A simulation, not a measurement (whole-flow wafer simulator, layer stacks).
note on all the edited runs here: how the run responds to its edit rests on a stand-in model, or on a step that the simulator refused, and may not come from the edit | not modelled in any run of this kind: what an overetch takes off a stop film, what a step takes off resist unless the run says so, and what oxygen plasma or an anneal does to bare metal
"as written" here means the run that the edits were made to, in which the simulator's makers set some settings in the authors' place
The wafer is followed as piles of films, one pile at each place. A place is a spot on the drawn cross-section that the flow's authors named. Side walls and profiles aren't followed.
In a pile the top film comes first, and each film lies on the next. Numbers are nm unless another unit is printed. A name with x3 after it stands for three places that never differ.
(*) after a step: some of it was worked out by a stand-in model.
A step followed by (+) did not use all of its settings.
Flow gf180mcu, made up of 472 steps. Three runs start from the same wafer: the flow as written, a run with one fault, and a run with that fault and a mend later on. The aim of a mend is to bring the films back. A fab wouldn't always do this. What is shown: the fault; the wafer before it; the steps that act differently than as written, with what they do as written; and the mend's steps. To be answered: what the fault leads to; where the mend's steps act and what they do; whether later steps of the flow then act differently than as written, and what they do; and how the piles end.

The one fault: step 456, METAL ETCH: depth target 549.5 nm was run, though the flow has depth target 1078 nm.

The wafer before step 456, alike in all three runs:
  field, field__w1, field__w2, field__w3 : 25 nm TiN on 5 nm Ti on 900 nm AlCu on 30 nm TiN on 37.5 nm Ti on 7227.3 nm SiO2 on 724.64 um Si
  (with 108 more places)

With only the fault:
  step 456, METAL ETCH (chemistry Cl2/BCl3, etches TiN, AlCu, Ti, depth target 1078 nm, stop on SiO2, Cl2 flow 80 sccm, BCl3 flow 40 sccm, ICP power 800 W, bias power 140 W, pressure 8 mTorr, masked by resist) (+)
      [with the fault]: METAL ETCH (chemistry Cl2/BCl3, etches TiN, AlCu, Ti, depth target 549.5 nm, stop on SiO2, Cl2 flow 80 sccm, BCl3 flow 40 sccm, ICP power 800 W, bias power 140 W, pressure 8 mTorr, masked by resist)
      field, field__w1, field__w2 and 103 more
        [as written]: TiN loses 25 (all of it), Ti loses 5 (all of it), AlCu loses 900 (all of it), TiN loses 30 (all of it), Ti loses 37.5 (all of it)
        [with the fault]: TiN loses 25 (all of it), Ti loses 5 (all of it), AlCu loses 519.5
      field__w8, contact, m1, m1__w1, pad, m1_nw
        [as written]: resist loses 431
        [with the fault]: resist loses 219.8
  Steps further on in the flow that do not act as written:
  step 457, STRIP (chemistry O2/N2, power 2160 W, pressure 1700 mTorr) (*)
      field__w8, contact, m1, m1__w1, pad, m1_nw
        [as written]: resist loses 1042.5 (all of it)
        [with the fault]: resist loses 1253.7 (all of it)
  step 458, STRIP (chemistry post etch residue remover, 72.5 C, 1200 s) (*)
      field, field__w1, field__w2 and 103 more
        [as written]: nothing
        [with the fault]: AlCu loses 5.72
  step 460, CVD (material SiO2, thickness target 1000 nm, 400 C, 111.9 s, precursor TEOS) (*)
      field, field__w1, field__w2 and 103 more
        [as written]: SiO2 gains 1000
        [with the fault]: SiO2 gains 1000 (new film)
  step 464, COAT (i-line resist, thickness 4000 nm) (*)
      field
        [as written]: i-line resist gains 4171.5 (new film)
        [with the fault]: i-line resist gains 4081.8 (new film)
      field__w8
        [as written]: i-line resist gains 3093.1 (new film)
        [with the fault]: i-line resist gains 3488.7 (new film)
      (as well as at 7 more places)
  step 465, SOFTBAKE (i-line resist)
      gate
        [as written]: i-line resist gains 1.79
        [with the fault]: i-line resist loses 1.04
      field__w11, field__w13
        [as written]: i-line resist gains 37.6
        [with the fault]: i-line resist gains 17.1
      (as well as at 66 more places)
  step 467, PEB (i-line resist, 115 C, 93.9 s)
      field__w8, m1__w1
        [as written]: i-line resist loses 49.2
        [with the fault]: i-line resist loses 57.3
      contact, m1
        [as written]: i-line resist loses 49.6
        [with the fault]: i-line resist loses 57.5
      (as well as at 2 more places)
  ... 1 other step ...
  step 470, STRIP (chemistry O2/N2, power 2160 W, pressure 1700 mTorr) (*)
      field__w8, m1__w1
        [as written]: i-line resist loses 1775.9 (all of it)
        [with the fault]: i-line resist loses 2199.9 (all of it)
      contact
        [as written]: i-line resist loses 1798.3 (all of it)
        [with the fault]: i-line resist loses 2209.5 (all of it)
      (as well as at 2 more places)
  At field, field__w1, field__w2 and 103 more, the piles at the end differ from the flow's by more than 2% or 0.5 nm, whichever is larger.
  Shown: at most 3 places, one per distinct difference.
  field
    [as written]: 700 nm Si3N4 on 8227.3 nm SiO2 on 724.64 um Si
    [with the fault]: 700 nm Si3N4 on 1000 nm SiO2 on 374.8 nm AlCu on 30 nm TiN on 37.5 nm Ti on 7227.3 nm SiO2 on 724.64 um Si
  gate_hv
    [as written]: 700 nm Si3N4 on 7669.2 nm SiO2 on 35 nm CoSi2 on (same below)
    [with the fault]: 700 nm Si3N4 on 1000 nm SiO2 on 374.8 nm AlCu on 30 nm TiN on 37.5 nm Ti on 6669.2 nm SiO2 on 35 nm CoSi2 on (same below)
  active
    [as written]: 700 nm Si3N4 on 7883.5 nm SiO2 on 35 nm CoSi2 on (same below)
    [with the fault]: 700 nm Si3N4 on 1000 nm SiO2 on 374.8 nm AlCu on 30 nm TiN on 37.5 nm Ti on 6883.5 nm SiO2 on 35 nm CoSi2 on (same below)

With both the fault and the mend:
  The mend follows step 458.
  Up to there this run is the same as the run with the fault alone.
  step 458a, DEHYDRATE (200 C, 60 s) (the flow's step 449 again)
      does not change any film at any place that is followed
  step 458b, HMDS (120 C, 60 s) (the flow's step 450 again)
      does not change any film at any place that is followed
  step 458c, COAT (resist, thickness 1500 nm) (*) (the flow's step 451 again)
      iso_ptap_pw, iso_ntap_nw, iso_nw_fld and 33 more
        resist gains 1500 (new film)
      field_sub, field_sub__w1, field_sub__w2 and 11 more
        resist gains 1507.3 (new film)
      gate, ld_acc_n, ld_fp_n, ld_drift_n, sd_p_hv, nw_enc_fld, nw_enc_fld__w1
        resist gains 1507.4 (new film)
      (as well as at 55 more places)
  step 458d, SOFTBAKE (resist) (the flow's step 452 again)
      field__w7, ld_acc_n
        resist loses 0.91
      field__w8, contact
        resist loses 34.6
      field__w9, ld_body_p_dnw
        resist loses 0.1
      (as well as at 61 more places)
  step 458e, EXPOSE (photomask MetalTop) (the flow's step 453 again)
      does not change any film at any place that is followed
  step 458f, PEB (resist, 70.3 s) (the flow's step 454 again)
      iso_ptap_pw, iso_ntap_nw, iso_nw_fld and 33 more
        resist loses 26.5
      field__w2, field__w3, field__w5 and 30 more
        resist loses 26.7
      field__w6, field_sub, field_sub__w1 and 18 more
        resist loses 26.6
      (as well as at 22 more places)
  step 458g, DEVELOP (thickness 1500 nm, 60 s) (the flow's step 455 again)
      iso_ptap_pw, iso_ntap_nw, iso_nw_fld and 33 more
        resist loses 1473.5 (all of it)
      field__w2, field__w3, field__w11 and 7 more
        resist loses 1481 (all of it)
      field__w5, field__w7, field__w9, field__w12, active_nat, nplus_u, npoly_sal, ppoly_sal
        resist loses 1480.9 (all of it)
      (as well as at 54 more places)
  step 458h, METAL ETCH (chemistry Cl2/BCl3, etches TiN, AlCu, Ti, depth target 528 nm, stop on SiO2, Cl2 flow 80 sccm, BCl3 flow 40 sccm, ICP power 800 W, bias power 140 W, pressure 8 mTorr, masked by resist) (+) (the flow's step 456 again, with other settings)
      field, field__w1, field__w2 and 103 more
        AlCu loses 374.8 (all of it), TiN loses 30 (all of it), Ti loses 37.5 (all of it)
      field__w8, contact, m1, m1__w1, pad, m1_nw
        resist loses 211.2
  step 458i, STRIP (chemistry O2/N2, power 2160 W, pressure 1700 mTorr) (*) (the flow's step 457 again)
      field__w8
        resist loses 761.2 (all of it)
      contact
        resist loses 759.9 (all of it)
      m1
        resist loses 760 (all of it)
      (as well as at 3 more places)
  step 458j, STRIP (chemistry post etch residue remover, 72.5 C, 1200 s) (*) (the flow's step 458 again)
      field__w8, contact, m1, m1__w1, pad, m1_nw
        TiN loses 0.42
  Later steps of the flow that are run all act as written at every place that is followed, up to a difference of at most 2% or 0.5 nm, whichever is larger.
  The piles end only slightly different from the flow's at the places that both follow, by no more than 2% or 0.5 nm, whichever is larger.
